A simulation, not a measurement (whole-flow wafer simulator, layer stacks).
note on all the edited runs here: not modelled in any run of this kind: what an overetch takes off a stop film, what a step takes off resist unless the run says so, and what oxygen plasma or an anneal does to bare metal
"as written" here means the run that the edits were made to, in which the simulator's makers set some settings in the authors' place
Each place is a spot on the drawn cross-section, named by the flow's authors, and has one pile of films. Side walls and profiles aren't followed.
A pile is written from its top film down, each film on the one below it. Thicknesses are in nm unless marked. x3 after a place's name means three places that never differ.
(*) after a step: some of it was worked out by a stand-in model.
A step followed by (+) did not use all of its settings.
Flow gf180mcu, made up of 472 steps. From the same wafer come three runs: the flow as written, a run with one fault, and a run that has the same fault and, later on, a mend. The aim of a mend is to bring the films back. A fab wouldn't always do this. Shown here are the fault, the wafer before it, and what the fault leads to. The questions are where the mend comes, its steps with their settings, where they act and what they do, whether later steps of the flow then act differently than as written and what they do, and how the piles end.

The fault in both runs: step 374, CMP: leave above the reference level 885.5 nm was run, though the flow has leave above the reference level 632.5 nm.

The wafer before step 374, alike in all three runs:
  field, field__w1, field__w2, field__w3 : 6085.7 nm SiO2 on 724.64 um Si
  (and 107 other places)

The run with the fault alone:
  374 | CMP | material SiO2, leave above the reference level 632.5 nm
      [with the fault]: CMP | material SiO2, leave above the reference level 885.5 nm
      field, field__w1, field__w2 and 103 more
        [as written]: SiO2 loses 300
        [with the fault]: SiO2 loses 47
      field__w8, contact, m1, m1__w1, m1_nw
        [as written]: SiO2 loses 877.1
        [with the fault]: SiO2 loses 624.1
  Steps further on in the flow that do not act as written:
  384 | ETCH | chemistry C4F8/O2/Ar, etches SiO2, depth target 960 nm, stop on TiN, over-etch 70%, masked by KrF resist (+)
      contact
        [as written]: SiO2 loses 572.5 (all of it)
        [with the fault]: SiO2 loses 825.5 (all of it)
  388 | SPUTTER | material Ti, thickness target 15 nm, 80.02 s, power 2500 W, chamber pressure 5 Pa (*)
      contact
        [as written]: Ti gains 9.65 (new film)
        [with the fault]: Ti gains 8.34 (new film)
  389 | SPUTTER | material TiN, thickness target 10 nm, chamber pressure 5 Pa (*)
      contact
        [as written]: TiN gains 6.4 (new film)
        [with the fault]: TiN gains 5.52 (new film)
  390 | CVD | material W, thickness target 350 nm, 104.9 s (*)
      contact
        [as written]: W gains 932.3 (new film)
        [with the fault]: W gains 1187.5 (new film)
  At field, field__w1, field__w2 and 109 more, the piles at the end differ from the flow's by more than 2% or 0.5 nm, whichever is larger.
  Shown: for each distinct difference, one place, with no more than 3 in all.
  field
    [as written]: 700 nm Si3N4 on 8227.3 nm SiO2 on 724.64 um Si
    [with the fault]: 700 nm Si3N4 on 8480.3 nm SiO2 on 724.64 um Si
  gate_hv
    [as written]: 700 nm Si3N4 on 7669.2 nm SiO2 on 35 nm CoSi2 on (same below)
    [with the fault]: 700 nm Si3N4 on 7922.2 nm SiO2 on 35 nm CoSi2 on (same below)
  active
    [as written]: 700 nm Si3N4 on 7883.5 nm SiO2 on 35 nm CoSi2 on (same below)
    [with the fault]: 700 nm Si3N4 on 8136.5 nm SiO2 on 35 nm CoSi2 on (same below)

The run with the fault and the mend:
  The mend follows step 374.
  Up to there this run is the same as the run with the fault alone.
  374a | CMP | material SiO2, leave above the reference level 632.5 nm (the flow's step 374, run once more)
      field, field__w1, field__w2 and 108 more
        SiO2 loses 253
  None of the later steps of the flow acts differently than as written at any place that is followed.
  By the end, the piles equal the flow's at every place that both follow.
